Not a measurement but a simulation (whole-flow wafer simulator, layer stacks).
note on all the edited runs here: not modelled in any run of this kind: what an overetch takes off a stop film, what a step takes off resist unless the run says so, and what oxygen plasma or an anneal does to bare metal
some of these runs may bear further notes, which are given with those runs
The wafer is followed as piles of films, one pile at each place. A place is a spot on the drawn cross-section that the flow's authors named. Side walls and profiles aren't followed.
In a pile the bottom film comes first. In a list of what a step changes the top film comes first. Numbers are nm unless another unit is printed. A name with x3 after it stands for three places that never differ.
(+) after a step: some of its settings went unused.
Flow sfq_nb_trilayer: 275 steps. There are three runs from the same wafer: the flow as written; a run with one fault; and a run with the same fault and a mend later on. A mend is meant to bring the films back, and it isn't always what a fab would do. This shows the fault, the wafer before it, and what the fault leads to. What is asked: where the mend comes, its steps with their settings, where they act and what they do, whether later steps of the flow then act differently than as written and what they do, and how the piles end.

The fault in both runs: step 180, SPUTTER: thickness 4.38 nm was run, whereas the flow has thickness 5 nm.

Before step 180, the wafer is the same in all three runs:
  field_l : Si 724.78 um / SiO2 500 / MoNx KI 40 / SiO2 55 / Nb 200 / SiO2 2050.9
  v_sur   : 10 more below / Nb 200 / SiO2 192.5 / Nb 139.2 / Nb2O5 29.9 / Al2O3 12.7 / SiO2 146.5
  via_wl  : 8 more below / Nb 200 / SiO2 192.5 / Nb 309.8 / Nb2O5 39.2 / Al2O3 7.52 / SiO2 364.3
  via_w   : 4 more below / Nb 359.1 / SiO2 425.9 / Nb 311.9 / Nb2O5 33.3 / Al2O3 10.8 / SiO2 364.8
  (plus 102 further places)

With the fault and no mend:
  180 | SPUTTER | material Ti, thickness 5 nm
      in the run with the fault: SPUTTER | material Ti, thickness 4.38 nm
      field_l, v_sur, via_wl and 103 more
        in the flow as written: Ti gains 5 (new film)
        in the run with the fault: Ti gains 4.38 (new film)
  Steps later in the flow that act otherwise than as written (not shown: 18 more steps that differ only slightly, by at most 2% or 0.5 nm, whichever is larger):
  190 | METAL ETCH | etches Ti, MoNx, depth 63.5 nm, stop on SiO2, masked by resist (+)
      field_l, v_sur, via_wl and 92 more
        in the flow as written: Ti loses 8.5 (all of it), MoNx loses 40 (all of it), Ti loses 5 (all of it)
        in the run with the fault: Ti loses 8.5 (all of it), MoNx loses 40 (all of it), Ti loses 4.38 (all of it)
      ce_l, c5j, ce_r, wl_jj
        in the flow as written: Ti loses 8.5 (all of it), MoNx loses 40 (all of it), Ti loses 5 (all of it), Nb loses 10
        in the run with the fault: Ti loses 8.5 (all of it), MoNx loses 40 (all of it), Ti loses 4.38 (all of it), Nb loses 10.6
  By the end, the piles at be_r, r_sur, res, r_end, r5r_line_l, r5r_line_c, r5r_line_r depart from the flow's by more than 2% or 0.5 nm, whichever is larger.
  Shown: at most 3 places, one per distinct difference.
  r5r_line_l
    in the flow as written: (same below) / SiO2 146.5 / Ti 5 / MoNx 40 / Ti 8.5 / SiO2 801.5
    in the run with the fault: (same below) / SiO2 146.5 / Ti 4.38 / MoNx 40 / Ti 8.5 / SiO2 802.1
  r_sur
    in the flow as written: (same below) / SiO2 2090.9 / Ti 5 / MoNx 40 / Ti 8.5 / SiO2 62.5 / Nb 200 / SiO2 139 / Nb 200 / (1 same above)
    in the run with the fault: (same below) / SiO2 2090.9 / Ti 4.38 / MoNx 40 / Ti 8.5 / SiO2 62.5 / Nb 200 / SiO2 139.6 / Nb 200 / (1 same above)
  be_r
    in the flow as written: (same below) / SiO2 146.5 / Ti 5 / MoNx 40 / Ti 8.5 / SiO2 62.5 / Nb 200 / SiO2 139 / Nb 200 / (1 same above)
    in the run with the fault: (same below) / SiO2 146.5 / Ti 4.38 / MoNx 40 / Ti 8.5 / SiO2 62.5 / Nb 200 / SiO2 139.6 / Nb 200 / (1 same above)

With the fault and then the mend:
  The mend follows step 180.
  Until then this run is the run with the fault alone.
  180a | SPUTTER | material Ti, thickness 0.62 nm (the flow's step 180 again, with other settings)
      field_l, v_sur, via_wl and 103 more
        Ti gains 0.62
  None of the later steps of the flow acts differently than as written at any place that is followed.
  The piles end the same as the flow's at every place that both follow.
